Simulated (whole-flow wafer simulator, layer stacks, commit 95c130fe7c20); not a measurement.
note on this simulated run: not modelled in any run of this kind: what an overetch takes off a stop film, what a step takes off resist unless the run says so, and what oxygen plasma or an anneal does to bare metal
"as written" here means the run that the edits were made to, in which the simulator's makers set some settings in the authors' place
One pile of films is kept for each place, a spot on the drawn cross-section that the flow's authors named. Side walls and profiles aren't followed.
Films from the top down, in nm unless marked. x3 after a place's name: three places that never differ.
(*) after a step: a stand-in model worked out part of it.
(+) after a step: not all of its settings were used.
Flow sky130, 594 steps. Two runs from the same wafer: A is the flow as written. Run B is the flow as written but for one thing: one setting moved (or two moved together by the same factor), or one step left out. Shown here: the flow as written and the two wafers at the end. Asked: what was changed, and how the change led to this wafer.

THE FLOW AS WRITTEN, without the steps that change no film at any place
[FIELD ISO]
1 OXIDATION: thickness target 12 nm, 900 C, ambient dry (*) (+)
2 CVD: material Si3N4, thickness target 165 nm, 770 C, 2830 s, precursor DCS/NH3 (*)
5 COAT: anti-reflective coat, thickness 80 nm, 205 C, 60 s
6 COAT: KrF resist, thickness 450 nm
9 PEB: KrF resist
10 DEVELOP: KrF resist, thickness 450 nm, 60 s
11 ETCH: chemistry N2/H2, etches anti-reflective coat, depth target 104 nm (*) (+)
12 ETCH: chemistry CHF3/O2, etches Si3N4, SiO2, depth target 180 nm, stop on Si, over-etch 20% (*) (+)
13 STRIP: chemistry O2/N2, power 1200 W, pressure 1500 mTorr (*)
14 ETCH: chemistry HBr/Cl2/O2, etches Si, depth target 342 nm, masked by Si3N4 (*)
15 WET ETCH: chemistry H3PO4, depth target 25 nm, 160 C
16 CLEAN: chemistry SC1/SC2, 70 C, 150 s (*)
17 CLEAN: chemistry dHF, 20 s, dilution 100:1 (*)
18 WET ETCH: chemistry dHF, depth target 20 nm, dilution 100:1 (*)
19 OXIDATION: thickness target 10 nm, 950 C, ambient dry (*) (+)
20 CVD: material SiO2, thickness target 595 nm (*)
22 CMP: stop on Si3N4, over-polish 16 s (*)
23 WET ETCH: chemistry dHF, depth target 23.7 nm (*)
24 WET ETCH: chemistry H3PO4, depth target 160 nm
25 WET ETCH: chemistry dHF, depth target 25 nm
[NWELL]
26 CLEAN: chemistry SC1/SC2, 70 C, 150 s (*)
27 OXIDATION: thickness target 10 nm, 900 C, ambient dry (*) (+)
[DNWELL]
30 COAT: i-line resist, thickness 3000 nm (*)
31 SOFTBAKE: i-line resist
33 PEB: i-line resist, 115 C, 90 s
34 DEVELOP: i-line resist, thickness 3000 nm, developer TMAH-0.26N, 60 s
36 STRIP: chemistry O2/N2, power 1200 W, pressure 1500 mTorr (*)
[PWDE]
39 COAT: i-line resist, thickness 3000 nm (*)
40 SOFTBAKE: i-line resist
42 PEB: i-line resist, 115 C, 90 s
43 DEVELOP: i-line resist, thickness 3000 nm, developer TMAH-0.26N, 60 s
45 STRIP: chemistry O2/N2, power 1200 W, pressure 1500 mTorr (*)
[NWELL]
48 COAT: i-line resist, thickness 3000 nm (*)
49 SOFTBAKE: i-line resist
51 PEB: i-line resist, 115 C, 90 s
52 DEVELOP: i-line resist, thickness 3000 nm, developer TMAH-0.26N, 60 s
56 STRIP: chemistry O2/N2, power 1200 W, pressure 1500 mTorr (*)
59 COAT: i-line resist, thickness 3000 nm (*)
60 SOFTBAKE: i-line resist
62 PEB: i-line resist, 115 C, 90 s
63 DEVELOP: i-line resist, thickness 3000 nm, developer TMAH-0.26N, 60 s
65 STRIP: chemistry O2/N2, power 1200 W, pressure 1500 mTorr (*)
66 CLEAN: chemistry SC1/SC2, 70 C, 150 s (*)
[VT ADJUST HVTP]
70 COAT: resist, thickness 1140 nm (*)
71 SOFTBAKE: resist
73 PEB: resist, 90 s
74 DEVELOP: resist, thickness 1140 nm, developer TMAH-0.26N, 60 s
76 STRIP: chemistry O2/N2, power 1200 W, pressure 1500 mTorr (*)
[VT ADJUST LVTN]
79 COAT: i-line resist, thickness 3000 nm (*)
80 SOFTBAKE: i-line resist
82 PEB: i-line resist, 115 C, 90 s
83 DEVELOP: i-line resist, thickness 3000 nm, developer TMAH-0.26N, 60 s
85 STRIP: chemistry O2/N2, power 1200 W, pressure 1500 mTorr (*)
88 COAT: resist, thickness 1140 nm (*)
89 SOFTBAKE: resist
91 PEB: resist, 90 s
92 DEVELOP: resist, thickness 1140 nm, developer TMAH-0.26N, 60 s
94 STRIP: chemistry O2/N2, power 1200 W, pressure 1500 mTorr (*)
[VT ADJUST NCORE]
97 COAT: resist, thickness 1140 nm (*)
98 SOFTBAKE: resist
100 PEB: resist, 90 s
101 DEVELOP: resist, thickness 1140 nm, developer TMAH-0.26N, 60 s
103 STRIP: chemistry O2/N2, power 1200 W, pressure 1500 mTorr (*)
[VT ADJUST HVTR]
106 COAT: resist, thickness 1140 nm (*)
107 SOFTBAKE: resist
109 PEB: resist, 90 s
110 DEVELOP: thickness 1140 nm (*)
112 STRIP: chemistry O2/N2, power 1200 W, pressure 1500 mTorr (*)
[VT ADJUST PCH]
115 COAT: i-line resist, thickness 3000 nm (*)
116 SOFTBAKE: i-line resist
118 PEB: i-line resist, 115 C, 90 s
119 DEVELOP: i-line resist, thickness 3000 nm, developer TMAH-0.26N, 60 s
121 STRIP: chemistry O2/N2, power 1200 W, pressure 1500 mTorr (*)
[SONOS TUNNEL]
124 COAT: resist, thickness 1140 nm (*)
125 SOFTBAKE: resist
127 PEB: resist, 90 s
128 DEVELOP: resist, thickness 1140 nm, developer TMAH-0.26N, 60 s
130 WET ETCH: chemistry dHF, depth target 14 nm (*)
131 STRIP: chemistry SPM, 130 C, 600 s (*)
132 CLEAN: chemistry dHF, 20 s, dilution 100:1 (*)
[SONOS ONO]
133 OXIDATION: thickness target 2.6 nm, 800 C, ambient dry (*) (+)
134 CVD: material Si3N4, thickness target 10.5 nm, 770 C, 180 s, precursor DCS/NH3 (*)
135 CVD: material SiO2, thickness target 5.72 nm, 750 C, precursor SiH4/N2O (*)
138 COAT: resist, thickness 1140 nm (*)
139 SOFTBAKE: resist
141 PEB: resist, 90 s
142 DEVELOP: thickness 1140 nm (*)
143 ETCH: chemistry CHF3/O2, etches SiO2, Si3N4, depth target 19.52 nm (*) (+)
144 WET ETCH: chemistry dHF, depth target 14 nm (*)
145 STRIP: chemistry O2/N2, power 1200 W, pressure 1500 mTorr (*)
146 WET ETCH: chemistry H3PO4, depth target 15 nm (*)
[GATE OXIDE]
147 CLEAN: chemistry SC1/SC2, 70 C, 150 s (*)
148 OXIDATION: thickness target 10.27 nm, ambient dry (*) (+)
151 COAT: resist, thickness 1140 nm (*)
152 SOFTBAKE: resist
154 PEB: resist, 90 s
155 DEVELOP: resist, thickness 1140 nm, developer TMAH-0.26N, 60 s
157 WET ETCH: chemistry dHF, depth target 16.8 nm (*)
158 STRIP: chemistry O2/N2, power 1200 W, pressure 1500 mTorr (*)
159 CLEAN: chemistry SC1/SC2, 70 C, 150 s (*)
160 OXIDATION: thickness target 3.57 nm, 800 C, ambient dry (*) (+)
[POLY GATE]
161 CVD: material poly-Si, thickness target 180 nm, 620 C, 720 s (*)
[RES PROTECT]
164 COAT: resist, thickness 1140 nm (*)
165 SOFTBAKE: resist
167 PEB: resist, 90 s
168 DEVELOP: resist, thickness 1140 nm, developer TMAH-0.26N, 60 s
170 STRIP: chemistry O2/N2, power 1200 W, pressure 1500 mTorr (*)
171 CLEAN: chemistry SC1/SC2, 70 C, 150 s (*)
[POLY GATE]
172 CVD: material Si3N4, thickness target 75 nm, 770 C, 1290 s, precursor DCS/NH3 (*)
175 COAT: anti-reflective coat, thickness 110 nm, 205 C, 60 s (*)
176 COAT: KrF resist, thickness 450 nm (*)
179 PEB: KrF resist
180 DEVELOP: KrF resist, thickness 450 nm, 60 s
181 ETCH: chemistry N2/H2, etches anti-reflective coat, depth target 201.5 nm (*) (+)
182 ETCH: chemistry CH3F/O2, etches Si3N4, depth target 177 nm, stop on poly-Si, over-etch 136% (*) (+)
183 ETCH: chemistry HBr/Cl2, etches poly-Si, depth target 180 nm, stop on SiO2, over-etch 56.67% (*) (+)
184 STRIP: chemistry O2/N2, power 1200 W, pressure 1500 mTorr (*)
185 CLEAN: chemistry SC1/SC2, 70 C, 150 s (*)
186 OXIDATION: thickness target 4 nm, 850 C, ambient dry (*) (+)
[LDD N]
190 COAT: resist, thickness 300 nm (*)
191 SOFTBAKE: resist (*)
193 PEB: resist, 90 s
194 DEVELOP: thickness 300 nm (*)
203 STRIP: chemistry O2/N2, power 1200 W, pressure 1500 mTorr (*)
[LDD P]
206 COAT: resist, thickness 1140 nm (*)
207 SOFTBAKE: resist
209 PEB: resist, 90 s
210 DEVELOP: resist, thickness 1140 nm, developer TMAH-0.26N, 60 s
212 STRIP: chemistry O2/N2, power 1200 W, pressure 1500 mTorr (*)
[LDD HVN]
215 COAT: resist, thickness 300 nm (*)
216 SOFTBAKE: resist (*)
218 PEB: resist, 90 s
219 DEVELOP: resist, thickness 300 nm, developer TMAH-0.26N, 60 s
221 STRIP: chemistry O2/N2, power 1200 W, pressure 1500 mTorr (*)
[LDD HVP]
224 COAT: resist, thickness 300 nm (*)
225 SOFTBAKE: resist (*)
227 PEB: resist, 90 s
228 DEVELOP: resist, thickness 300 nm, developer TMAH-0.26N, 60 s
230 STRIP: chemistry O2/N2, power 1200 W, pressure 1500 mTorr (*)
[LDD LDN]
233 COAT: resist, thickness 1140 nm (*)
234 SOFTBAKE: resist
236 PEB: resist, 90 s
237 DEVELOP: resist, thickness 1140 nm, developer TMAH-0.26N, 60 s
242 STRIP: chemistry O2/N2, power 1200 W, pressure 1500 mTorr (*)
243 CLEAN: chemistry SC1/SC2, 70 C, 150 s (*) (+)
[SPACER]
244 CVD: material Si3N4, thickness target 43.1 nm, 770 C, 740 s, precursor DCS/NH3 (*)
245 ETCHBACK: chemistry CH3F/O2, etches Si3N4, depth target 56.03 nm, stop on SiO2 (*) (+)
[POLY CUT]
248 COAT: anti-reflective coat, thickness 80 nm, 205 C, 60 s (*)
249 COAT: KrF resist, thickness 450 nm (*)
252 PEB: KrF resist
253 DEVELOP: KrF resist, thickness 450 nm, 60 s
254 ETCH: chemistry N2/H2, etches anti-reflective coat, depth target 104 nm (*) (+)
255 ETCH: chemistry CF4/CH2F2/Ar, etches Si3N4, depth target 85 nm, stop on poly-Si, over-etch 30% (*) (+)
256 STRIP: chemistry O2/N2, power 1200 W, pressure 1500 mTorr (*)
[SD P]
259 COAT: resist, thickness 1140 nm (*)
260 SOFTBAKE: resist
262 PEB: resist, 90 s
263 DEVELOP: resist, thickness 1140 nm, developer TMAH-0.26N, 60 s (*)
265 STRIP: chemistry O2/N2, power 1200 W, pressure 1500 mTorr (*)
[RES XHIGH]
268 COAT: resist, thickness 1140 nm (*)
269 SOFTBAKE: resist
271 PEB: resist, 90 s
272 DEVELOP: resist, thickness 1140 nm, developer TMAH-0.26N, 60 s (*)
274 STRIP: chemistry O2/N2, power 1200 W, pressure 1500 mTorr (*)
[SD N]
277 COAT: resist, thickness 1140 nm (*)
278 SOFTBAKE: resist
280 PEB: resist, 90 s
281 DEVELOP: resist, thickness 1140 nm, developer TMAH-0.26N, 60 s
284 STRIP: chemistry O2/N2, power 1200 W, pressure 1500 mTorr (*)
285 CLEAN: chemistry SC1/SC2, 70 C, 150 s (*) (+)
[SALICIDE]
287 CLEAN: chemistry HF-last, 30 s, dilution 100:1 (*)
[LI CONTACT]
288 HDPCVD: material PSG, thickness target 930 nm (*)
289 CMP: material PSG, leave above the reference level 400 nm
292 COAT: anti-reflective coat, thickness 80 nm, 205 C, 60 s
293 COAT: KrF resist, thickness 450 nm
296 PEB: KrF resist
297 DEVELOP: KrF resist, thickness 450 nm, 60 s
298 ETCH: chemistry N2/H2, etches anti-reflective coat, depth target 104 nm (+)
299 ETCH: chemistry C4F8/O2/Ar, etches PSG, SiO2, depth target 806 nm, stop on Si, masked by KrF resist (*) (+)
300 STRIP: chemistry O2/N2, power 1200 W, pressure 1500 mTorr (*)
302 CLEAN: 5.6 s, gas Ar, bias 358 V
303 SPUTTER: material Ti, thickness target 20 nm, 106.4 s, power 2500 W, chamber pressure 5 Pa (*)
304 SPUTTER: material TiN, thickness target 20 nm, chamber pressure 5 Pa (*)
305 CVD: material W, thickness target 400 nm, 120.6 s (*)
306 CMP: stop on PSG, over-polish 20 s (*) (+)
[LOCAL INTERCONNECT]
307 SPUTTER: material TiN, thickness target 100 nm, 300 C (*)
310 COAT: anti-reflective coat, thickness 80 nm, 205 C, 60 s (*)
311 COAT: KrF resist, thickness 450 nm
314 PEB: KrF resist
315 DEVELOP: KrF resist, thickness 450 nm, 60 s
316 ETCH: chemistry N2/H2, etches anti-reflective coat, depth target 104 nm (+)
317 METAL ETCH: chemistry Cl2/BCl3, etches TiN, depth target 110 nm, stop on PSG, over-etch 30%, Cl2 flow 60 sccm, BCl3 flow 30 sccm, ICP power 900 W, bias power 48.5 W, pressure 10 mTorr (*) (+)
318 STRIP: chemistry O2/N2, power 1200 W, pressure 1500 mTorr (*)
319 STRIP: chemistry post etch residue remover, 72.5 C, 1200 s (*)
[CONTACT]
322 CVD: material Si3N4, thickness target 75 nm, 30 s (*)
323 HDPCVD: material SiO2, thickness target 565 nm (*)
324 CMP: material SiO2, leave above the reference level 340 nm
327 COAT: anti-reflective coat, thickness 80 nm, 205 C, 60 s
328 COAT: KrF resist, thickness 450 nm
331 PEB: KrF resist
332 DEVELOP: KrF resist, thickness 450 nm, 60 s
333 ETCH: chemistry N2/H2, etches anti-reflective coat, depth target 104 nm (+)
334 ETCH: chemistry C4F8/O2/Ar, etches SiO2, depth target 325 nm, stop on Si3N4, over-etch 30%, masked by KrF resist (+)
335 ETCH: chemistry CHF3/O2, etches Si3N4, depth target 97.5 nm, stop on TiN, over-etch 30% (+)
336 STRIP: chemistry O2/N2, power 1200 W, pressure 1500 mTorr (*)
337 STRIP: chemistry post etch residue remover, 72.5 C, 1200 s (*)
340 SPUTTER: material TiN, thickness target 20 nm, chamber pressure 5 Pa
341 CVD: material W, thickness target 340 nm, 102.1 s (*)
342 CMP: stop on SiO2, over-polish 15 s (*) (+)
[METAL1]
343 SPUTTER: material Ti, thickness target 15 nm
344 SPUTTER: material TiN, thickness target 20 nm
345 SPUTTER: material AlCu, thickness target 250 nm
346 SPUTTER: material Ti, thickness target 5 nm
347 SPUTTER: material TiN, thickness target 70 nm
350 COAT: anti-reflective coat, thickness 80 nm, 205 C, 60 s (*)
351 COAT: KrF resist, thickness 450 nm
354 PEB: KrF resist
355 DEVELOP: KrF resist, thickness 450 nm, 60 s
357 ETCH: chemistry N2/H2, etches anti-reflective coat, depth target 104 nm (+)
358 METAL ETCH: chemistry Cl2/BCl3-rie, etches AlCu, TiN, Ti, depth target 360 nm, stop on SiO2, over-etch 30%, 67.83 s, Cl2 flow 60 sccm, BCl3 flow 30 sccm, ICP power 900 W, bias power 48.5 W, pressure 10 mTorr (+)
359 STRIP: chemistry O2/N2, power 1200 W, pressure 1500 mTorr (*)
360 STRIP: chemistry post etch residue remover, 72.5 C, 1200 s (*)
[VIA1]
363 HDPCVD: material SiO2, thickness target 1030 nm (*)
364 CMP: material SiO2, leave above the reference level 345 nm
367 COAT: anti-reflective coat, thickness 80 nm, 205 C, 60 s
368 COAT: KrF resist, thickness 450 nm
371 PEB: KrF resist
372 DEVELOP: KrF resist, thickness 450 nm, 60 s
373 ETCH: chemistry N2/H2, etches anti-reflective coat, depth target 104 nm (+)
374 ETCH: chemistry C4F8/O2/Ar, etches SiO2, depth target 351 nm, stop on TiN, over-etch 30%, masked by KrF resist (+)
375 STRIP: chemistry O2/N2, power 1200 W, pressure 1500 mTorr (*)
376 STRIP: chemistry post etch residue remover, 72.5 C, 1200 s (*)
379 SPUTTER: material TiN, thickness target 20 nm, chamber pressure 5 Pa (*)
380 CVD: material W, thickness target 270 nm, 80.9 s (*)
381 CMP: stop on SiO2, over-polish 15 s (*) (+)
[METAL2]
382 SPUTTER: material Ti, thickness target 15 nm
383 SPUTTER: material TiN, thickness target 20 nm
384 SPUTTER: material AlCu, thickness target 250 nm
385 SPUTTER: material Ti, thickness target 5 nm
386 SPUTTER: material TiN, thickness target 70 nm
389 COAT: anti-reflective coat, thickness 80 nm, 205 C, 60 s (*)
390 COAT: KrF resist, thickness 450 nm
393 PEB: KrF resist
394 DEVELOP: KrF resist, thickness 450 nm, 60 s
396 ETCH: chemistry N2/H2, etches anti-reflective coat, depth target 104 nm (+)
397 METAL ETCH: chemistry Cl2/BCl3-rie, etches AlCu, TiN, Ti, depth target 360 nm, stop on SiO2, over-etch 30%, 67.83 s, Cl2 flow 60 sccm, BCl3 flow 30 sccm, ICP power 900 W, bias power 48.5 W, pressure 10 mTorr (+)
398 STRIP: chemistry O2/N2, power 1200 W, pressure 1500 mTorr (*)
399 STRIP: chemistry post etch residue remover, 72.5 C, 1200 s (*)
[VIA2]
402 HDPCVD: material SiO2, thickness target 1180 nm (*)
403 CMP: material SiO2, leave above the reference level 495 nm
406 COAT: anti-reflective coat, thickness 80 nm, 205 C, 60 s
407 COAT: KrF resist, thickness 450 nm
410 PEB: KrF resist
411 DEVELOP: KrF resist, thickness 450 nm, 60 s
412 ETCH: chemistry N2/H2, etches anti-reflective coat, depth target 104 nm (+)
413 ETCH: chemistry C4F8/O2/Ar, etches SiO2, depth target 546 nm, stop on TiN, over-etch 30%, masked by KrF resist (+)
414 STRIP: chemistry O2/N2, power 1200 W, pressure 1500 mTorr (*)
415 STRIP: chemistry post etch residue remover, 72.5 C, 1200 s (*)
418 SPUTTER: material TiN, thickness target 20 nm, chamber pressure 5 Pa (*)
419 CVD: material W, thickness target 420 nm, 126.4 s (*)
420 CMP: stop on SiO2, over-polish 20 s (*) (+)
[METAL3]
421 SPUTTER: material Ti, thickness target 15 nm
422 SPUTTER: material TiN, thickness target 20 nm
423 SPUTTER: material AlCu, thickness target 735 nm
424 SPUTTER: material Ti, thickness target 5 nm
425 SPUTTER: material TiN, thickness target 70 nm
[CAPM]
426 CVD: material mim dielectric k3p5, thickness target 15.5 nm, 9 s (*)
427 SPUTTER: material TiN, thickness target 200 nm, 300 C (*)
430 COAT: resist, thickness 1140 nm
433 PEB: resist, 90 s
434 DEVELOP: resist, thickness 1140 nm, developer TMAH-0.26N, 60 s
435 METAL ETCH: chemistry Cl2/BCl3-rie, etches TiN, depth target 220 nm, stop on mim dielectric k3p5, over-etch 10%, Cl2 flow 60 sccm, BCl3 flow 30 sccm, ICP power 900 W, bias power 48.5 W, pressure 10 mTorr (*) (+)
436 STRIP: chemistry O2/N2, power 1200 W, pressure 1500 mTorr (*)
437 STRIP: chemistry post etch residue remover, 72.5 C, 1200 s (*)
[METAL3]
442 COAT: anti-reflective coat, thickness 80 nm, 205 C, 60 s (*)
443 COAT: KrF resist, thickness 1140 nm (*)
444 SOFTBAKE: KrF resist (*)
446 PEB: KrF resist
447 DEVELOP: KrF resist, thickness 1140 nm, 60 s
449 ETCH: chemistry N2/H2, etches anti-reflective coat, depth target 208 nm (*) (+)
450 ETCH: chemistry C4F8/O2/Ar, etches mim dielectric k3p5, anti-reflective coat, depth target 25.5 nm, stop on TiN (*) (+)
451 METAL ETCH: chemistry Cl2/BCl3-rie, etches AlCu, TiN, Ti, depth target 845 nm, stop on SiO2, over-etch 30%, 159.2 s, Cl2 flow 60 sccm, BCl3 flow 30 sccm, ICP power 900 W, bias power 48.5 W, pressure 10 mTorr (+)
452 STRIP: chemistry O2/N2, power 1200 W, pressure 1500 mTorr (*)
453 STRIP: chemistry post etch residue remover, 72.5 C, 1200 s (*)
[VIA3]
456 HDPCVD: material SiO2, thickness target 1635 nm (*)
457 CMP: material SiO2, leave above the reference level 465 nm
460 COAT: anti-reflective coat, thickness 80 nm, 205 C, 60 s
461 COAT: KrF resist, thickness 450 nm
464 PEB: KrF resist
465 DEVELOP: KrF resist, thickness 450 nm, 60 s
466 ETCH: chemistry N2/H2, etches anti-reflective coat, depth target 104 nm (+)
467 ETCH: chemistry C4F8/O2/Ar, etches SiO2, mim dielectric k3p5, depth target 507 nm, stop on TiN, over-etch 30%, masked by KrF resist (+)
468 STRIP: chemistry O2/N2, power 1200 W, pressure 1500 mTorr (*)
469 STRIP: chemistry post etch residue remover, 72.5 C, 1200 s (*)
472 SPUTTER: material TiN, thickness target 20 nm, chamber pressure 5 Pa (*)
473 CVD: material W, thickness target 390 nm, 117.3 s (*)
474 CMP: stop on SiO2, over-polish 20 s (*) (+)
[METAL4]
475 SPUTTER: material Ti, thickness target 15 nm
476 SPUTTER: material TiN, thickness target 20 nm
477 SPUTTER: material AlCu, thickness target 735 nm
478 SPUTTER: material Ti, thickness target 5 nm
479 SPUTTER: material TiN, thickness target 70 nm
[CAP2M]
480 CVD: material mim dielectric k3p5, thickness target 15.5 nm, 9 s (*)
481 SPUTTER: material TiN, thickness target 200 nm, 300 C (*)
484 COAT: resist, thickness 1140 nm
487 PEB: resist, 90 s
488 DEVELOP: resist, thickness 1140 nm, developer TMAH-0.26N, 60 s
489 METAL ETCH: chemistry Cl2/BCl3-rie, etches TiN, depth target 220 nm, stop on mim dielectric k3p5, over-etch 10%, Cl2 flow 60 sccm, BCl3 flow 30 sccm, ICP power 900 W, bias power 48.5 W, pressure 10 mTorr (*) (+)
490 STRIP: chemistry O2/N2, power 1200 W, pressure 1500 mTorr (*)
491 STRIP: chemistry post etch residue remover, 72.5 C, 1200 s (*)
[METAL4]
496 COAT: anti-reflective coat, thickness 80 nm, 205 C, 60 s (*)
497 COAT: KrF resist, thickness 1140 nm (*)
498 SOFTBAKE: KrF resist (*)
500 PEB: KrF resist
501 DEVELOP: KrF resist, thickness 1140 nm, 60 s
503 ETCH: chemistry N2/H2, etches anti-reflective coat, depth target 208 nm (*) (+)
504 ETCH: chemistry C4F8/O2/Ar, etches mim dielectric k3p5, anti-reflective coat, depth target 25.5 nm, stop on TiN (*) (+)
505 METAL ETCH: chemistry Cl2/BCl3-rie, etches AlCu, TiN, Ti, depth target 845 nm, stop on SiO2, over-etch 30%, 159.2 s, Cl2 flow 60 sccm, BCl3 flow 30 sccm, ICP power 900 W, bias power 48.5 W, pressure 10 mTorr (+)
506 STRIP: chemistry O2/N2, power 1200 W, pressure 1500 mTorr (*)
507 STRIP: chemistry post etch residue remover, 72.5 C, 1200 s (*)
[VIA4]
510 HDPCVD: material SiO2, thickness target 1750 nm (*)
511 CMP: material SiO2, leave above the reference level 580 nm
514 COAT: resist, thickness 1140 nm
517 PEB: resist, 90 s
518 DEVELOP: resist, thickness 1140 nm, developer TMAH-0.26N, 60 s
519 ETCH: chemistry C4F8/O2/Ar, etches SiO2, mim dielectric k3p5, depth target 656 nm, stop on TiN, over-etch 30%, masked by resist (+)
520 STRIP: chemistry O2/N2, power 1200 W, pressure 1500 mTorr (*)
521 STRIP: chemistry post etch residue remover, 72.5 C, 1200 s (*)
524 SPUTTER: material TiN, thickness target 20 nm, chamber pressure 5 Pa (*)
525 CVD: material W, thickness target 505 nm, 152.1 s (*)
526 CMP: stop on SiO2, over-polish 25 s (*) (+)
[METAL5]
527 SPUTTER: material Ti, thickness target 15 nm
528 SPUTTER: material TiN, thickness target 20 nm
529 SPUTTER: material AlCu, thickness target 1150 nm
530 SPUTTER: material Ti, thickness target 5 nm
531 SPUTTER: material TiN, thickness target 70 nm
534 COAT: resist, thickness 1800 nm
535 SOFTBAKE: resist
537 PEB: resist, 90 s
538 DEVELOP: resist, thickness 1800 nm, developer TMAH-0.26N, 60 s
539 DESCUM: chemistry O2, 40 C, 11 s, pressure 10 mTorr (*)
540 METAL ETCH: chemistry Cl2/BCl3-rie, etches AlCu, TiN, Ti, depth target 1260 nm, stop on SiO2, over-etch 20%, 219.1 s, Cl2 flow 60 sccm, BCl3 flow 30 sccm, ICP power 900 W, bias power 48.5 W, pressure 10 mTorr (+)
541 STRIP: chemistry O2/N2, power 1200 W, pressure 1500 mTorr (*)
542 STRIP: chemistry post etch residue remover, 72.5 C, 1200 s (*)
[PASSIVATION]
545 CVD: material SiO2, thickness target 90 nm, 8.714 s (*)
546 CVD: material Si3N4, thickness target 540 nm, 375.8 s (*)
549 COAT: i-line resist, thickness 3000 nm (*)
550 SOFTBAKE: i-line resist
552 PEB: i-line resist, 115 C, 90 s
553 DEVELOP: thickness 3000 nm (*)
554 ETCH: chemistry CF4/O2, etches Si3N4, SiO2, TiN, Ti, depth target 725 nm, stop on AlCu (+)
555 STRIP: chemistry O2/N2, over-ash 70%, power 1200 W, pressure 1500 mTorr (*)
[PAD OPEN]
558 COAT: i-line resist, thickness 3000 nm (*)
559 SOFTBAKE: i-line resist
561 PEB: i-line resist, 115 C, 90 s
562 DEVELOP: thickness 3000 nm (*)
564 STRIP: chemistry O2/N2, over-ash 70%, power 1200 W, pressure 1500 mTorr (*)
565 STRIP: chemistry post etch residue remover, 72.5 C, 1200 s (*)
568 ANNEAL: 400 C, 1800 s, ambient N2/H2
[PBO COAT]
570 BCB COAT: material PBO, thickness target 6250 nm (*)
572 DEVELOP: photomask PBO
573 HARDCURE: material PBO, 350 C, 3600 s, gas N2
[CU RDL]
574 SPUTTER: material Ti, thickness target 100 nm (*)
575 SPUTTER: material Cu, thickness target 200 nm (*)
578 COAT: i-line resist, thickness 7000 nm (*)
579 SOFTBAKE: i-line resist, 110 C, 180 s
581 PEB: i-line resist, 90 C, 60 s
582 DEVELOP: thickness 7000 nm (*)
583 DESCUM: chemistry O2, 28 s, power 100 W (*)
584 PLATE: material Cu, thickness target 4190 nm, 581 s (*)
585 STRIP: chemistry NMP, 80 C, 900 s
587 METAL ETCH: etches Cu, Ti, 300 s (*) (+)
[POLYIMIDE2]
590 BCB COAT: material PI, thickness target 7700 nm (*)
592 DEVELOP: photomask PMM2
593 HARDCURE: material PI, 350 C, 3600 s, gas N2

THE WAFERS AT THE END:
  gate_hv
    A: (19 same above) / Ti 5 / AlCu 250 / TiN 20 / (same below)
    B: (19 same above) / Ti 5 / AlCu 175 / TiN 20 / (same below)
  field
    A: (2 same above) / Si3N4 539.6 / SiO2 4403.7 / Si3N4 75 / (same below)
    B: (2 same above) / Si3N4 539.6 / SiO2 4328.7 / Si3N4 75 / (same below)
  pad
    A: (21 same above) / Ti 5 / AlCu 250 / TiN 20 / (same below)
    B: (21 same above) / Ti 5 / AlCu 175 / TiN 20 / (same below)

The cause: step 384, SPUTTER: thickness target 175 nm was run, where the flow has thickness target 250 nm.
It can be read off the wafer: gate_hv has AlCu 175, and step 384 as written asks for 250 nm.

How the change led to this, step by step:
  384 SPUTTER: material AlCu, thickness target 250 nm
      field, active, n_well and 188 more: A AlCu +250 (new film) | B AlCu +175 (new film)
  397 METAL ETCH: chemistry Cl2/BCl3-rie, etches AlCu, TiN, Ti, depth target 360 nm, stop on SiO2, over-etch 30%, 67.83 s, Cl2 flow 60 sccm, BCl3 flow 30 sccm, ICP power 900 W, bias power 48.5 W, pressure 10 mTorr (+)
      field, active, gate and 82 more: A TiN -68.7 (all of it), Ti -5 (all of it), AlCu -250 (all of it), TiN -20 (all of it), Ti -15 (all of it), SiO2 -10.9 | B TiN -68.7 (all of it), Ti -5 (all of it), AlCu -175 (all of it), TiN -20 (all of it), Ti -15 (all of it), SiO2 -18.4
  403 CMP: material SiO2, leave above the reference level 495 nm
      field, active, gate and 82 more: A SiO2 -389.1 | B SiO2 -456.6
